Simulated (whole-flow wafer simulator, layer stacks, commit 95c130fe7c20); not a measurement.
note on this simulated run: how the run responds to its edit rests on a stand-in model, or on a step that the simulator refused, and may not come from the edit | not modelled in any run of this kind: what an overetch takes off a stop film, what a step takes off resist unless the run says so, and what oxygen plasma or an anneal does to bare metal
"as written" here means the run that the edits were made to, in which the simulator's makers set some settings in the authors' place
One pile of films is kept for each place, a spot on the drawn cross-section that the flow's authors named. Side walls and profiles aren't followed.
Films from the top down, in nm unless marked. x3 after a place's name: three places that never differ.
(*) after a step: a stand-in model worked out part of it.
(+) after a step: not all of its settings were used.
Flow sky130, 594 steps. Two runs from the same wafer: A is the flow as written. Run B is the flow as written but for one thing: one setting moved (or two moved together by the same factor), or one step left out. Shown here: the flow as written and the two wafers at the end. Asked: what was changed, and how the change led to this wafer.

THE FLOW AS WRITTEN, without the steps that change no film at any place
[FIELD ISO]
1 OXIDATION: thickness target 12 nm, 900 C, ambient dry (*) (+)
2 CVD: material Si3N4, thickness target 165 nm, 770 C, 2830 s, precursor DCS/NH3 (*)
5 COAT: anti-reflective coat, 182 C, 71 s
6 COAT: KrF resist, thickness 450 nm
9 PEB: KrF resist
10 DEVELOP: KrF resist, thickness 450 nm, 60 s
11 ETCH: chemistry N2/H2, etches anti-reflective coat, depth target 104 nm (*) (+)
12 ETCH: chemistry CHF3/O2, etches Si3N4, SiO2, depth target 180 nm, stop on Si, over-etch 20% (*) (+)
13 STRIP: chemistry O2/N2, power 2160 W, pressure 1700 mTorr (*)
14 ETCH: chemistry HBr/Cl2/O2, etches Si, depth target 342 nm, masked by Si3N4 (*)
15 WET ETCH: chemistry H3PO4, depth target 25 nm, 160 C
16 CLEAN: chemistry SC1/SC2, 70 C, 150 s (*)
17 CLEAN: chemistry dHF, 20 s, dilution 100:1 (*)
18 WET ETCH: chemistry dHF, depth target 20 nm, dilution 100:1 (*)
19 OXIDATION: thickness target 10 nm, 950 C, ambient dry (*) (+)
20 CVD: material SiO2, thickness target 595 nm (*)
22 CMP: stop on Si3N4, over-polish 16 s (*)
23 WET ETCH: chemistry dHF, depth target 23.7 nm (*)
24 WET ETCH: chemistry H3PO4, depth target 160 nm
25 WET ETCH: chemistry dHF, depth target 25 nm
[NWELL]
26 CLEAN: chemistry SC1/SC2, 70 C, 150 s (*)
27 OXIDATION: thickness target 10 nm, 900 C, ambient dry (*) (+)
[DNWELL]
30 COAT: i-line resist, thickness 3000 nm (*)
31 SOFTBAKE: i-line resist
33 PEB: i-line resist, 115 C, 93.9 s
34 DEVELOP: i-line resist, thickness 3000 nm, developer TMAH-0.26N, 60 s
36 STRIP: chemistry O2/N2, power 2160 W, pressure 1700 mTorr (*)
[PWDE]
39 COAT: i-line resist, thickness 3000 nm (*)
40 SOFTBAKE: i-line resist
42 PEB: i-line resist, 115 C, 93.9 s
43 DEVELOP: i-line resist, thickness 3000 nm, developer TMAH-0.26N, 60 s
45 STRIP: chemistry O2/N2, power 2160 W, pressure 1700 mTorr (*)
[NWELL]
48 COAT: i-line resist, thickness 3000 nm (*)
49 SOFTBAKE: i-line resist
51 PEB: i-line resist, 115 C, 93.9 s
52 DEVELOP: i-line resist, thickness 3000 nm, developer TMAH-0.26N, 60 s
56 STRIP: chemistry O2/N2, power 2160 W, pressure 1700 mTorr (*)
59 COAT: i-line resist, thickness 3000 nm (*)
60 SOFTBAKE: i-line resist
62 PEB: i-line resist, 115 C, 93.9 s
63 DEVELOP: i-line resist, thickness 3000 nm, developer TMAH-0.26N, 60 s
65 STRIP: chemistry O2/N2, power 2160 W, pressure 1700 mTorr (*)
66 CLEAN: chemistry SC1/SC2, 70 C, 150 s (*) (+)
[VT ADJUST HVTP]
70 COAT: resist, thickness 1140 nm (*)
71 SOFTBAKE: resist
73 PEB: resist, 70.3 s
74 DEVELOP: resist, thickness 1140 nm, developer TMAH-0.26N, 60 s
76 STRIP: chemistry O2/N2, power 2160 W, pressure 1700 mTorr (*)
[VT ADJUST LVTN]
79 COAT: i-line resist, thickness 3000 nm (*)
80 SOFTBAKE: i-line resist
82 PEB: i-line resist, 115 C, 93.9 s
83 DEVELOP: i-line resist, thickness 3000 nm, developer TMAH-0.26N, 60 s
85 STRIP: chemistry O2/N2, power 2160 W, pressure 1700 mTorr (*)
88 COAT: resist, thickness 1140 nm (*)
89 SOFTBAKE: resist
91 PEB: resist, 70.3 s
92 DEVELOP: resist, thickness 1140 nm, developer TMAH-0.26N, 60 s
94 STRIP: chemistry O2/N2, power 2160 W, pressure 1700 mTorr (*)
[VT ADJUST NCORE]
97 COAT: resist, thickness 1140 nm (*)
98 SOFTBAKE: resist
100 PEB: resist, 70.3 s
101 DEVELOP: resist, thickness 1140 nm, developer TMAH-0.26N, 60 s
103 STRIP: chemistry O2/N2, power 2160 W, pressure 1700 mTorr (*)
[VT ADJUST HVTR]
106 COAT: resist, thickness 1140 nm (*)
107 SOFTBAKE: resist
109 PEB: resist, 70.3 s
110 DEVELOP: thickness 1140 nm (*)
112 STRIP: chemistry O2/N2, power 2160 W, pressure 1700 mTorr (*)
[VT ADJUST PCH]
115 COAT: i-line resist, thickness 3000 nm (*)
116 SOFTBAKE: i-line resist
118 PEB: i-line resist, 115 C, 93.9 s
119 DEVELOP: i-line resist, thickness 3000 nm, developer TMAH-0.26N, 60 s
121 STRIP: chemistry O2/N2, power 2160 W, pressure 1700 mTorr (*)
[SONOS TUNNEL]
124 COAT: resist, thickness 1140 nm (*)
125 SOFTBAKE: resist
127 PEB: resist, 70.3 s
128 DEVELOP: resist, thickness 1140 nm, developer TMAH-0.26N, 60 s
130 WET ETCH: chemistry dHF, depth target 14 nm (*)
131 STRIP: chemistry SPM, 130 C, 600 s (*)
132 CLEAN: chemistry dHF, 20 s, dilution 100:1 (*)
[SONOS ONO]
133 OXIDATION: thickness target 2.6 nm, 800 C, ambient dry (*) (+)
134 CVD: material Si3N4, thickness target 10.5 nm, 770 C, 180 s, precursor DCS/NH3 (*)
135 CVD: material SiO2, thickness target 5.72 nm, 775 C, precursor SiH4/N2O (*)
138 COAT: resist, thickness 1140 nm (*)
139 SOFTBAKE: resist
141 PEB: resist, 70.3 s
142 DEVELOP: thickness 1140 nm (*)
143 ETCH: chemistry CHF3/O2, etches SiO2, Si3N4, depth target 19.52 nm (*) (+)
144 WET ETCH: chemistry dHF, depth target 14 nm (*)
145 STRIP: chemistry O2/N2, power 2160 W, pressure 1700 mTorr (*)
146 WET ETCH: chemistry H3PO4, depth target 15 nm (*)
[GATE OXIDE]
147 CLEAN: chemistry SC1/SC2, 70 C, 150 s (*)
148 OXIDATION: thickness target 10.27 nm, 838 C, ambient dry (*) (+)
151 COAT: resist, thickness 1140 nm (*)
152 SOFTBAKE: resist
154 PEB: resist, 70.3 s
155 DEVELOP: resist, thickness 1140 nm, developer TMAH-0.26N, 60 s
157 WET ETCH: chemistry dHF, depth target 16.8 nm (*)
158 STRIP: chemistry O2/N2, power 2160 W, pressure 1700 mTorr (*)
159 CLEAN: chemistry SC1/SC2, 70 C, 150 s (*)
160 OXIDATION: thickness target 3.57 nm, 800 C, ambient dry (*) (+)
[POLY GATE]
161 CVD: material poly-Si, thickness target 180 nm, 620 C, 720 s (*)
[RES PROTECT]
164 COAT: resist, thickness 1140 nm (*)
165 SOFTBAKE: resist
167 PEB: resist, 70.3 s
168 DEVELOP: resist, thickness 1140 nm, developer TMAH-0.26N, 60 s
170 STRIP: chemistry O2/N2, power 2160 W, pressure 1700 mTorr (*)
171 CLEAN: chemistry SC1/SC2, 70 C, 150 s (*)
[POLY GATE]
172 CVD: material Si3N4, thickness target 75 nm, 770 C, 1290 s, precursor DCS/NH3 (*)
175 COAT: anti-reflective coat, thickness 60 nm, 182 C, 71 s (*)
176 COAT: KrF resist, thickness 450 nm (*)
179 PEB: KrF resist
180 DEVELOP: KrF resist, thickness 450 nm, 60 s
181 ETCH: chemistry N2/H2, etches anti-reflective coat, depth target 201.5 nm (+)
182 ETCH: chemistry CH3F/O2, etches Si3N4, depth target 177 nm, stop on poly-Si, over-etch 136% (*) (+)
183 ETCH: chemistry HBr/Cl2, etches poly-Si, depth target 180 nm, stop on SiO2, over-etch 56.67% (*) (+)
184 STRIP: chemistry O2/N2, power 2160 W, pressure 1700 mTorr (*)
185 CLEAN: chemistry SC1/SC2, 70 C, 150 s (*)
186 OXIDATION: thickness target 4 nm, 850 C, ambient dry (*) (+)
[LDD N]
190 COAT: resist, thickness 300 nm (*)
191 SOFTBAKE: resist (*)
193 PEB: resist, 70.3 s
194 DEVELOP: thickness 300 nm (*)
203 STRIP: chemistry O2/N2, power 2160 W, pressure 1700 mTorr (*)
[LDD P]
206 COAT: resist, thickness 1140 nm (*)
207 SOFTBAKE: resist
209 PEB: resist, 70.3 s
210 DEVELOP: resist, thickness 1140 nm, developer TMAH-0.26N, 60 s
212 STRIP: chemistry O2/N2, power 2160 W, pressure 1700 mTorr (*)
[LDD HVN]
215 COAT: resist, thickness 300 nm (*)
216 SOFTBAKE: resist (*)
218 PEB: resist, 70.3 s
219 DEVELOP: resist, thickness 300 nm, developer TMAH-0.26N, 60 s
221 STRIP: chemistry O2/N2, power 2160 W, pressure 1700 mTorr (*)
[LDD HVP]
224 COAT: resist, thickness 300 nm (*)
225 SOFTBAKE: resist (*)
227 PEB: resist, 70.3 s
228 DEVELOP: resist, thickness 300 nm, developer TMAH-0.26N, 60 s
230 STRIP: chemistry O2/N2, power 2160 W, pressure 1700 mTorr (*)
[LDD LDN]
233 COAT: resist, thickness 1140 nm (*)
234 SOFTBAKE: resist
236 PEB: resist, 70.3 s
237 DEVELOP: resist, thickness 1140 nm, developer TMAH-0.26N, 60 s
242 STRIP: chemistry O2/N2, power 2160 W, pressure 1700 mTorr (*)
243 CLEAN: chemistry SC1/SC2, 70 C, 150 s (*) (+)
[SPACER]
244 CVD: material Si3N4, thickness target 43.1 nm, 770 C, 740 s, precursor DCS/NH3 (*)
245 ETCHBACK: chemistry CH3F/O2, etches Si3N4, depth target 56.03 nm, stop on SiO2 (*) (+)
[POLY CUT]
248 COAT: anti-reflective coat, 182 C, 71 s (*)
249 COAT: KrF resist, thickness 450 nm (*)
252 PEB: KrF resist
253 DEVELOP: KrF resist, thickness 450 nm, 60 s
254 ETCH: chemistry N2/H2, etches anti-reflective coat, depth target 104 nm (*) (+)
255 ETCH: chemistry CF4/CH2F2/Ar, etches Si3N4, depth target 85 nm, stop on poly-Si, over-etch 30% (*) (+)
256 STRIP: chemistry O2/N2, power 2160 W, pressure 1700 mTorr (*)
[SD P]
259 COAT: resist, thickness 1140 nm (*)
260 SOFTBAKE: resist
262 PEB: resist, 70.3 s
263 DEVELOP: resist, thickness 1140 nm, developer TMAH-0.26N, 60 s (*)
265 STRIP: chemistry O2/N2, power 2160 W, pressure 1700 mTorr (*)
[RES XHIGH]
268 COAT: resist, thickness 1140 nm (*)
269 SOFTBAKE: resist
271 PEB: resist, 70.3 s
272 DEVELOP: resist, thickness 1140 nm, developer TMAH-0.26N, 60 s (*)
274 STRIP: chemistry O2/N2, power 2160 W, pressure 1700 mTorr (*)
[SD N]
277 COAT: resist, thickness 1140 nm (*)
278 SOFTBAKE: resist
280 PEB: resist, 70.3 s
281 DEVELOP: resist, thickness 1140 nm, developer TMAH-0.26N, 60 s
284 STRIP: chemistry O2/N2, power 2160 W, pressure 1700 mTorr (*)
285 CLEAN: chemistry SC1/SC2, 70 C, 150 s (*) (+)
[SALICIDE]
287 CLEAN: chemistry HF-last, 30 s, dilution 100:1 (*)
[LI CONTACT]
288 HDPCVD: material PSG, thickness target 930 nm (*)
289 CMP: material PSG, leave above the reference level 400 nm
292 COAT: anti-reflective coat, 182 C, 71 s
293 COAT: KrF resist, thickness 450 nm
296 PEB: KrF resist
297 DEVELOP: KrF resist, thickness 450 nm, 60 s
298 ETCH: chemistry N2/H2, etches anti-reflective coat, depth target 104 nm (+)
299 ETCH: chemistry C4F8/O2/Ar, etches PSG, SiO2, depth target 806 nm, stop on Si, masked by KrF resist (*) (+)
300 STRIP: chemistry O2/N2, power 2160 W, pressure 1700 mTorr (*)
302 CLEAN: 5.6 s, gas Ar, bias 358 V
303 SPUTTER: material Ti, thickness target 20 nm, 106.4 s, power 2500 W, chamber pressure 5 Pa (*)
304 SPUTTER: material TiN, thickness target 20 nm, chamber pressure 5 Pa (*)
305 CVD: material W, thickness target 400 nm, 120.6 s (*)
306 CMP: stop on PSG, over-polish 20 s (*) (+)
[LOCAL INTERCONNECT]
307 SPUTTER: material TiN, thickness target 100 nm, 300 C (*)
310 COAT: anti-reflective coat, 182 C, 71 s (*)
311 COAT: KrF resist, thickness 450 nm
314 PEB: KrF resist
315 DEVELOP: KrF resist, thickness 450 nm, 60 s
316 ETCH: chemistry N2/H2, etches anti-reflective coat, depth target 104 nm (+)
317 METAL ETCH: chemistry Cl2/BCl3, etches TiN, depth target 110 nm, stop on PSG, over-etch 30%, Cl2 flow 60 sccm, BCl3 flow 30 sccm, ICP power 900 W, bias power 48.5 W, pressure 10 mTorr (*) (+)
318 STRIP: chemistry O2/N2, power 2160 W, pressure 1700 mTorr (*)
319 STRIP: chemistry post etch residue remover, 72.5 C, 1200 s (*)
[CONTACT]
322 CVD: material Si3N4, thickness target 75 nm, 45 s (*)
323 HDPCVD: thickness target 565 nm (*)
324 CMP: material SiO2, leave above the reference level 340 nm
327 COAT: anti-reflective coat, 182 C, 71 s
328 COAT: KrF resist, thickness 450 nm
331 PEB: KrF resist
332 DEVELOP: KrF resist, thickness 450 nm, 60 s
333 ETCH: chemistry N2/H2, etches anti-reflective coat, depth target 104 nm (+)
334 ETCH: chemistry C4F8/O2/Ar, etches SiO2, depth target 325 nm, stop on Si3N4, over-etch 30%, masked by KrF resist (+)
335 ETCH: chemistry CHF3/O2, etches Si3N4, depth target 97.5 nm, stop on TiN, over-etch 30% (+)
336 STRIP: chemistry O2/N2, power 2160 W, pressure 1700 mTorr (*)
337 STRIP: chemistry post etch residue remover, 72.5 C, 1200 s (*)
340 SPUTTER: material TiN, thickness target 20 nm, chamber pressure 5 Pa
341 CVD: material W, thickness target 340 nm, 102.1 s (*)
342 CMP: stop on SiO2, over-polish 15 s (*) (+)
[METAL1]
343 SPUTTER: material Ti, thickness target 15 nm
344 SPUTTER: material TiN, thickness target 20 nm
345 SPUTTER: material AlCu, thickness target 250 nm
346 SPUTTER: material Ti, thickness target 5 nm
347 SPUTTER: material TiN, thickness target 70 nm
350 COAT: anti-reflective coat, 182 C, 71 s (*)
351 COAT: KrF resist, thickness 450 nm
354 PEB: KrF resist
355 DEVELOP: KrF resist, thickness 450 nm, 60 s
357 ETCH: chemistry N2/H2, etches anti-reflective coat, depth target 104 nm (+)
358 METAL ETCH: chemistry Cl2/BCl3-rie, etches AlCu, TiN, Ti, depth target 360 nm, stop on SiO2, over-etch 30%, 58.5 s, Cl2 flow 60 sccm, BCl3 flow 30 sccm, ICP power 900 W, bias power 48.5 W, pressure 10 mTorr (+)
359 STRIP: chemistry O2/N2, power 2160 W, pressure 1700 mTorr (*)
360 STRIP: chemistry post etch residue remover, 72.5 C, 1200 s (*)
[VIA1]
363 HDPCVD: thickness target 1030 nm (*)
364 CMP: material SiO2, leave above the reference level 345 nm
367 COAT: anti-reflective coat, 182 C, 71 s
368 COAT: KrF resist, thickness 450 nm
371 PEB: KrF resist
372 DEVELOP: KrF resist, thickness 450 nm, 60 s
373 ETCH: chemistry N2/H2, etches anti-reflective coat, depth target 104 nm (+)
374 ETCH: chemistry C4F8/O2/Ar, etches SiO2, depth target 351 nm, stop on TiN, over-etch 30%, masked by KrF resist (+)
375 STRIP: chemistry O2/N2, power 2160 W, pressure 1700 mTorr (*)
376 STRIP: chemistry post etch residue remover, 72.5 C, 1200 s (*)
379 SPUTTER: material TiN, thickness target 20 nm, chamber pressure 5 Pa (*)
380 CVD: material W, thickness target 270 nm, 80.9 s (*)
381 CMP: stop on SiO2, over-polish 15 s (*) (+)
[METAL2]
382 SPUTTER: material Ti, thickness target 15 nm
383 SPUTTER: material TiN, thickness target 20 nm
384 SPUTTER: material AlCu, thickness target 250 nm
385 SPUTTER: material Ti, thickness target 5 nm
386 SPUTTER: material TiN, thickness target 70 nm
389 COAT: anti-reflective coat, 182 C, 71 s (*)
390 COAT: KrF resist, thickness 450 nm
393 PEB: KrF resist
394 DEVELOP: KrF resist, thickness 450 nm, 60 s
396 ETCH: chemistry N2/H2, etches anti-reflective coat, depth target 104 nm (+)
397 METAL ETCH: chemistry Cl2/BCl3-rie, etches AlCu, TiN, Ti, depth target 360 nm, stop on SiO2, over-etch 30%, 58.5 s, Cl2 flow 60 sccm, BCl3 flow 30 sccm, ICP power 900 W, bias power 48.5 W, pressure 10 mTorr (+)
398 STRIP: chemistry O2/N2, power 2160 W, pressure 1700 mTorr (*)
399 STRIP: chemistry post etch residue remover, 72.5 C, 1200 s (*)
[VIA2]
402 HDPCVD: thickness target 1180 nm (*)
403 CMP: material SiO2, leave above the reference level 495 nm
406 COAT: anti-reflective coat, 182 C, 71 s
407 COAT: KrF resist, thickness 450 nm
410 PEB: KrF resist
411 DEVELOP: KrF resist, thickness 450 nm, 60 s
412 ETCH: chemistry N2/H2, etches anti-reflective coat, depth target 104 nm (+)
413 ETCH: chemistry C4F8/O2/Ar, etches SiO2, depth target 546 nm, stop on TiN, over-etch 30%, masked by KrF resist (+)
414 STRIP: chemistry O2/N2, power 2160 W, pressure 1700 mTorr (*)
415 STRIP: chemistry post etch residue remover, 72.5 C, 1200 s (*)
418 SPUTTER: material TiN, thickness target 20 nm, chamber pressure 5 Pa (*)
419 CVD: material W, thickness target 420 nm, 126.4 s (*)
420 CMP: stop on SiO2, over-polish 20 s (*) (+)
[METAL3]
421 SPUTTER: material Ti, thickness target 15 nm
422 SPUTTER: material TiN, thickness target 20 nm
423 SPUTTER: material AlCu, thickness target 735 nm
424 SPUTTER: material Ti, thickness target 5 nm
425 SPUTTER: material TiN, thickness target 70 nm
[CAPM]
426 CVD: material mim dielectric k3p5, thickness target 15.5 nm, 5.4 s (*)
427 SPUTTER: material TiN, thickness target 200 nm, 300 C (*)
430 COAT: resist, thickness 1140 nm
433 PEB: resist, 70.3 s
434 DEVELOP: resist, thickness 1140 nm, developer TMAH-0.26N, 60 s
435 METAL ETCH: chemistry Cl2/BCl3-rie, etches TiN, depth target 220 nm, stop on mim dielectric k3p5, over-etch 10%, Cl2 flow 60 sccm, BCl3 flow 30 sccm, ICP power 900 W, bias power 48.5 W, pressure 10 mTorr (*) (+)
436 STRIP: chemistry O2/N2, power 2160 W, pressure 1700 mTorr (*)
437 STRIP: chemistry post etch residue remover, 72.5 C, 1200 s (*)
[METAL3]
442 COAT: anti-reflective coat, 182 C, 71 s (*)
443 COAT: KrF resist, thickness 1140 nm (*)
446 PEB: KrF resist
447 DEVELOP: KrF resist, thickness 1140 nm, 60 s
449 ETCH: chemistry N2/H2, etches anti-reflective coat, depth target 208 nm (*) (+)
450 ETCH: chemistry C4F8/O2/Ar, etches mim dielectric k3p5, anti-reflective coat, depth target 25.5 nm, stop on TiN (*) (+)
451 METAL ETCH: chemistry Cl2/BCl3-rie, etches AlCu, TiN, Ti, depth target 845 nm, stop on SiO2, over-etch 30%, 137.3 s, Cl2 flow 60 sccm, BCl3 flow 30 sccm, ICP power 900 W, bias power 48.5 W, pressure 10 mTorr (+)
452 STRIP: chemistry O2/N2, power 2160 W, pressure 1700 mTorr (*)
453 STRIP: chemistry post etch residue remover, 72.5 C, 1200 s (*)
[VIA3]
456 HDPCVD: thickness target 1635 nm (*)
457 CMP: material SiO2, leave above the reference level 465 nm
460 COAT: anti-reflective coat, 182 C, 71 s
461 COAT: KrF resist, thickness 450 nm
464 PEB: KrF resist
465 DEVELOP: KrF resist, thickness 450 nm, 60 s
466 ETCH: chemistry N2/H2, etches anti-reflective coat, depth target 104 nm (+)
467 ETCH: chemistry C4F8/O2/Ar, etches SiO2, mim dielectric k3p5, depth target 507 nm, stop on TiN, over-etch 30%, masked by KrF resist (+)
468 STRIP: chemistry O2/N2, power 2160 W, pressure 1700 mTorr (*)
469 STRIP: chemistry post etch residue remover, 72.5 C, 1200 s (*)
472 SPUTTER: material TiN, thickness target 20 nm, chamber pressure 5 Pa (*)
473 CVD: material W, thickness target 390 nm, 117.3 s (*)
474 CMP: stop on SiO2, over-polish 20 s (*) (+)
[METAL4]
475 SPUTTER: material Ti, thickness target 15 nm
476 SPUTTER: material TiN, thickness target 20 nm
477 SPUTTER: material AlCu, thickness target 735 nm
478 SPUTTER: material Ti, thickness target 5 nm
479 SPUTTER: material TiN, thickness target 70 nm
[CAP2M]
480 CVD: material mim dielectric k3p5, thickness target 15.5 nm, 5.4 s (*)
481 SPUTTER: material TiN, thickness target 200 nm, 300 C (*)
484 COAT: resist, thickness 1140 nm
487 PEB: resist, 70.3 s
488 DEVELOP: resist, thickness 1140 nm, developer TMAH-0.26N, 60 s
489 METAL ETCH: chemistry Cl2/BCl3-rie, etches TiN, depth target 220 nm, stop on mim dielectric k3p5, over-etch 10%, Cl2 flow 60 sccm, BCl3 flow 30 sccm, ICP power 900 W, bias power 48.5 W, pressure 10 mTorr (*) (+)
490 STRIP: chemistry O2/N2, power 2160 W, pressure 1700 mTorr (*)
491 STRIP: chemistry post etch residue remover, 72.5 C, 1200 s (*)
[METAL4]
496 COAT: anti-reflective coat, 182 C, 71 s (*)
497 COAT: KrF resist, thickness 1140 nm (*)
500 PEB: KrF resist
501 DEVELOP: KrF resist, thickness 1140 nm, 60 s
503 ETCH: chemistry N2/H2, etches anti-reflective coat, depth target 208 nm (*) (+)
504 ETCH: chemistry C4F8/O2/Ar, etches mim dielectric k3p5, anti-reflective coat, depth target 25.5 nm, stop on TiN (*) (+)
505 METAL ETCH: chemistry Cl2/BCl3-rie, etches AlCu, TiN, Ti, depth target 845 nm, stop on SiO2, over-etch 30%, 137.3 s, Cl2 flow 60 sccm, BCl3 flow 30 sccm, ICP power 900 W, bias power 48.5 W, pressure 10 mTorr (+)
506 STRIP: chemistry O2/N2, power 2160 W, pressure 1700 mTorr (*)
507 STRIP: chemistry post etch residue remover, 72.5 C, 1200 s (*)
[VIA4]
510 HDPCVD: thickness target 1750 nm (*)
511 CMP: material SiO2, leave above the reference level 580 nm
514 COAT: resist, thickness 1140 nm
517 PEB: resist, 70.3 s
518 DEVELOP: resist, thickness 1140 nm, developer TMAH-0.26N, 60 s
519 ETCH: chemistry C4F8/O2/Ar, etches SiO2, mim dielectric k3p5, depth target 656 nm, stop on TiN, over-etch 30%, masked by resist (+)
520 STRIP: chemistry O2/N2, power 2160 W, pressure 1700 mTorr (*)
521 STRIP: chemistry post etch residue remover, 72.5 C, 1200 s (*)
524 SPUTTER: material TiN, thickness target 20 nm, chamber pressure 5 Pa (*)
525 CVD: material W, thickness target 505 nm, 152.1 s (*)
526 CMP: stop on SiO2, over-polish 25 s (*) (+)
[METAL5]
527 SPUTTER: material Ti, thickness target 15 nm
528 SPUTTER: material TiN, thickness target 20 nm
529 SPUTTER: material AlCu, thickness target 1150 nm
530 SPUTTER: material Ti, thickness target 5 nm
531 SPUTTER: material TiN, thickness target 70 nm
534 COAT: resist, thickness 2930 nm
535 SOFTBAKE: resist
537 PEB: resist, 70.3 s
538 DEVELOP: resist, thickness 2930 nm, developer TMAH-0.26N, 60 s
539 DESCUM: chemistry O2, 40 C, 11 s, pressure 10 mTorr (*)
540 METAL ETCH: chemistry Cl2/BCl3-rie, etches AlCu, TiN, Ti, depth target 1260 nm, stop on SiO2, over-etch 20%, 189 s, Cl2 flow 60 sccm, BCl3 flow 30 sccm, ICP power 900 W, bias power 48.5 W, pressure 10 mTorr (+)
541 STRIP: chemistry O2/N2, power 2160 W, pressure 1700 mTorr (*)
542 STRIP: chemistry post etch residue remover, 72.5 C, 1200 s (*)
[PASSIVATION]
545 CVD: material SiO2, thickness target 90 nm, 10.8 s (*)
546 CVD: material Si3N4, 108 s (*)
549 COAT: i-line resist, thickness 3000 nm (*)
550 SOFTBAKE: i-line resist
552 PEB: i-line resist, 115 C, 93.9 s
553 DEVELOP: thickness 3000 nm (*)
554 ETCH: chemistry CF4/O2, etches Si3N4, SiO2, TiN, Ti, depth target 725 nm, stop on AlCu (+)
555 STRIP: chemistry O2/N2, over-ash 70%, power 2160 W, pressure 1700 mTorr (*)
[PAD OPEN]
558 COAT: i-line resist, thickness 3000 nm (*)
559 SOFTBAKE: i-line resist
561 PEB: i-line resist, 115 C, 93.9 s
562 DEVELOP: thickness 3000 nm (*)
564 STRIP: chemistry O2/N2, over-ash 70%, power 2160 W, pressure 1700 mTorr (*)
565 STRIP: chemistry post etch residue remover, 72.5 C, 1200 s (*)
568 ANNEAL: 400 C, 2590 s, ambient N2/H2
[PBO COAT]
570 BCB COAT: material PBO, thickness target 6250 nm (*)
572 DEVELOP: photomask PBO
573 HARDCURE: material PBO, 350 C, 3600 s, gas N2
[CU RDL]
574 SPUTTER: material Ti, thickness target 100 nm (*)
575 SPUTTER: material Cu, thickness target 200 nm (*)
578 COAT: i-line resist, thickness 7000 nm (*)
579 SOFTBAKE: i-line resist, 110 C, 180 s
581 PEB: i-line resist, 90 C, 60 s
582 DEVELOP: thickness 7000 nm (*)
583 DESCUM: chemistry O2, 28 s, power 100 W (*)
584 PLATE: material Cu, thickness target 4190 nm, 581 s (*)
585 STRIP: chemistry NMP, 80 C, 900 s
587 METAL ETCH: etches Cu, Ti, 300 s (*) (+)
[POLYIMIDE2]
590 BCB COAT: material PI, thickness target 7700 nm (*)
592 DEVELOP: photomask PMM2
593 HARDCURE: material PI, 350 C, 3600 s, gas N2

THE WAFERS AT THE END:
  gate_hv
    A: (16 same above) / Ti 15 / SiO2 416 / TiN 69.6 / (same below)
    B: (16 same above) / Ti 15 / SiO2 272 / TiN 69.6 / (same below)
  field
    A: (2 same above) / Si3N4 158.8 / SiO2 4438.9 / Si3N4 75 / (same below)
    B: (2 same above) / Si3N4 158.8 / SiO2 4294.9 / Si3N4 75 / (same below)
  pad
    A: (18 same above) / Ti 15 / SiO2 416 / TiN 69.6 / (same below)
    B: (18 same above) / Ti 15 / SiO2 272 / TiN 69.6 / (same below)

The cause: step 403, CMP: leave above the reference level 351 nm was run, where the flow has leave above the reference level 495 nm.

How the change led to this, step by step:
  403 CMP: material SiO2, leave above the reference level 495 nm
      n_well, p_well, gate_hv and 101 more: A SiO2 -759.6 | B SiO2 -903.6
      field, active, gate and 82 more: A SiO2 -389.1 | B SiO2 -533.1
      (and at 2 more places)
  413 ETCH: chemistry C4F8/O2/Ar, etches SiO2, depth target 546 nm, stop on TiN, over-etch 30%, masked by KrF resist (+)
      field, active, n_well and 186 more: A KrF resist -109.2 | B KrF resist -71.8
      m1: A SiO2 -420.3 (all of it) | B SiO2 -276.3 (all of it)
      (and at 1 more place)
  414 STRIP: chemistry O2/N2, power 2160 W, pressure 1700 mTorr (*)
      field, active, n_well and 186 more: A KrF resist -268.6 (all of it), anti-reflective coat -80 (all of it) | B KrF resist -306 (all of it), anti-reflective coat -80 (all of it)
  418 SPUTTER: material TiN, thickness target 20 nm, chamber pressure 5 Pa (*)
      m1, via2_hole: A TiN +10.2 | B TiN +12.2
  419 CVD: material W, thickness target 420 nm, 126.4 s (*)
      m1: A W +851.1 (new film) | B W +705.1 (new film)
      via2_hole: A W +850.7 (new film) | B W +704.6 (new film)
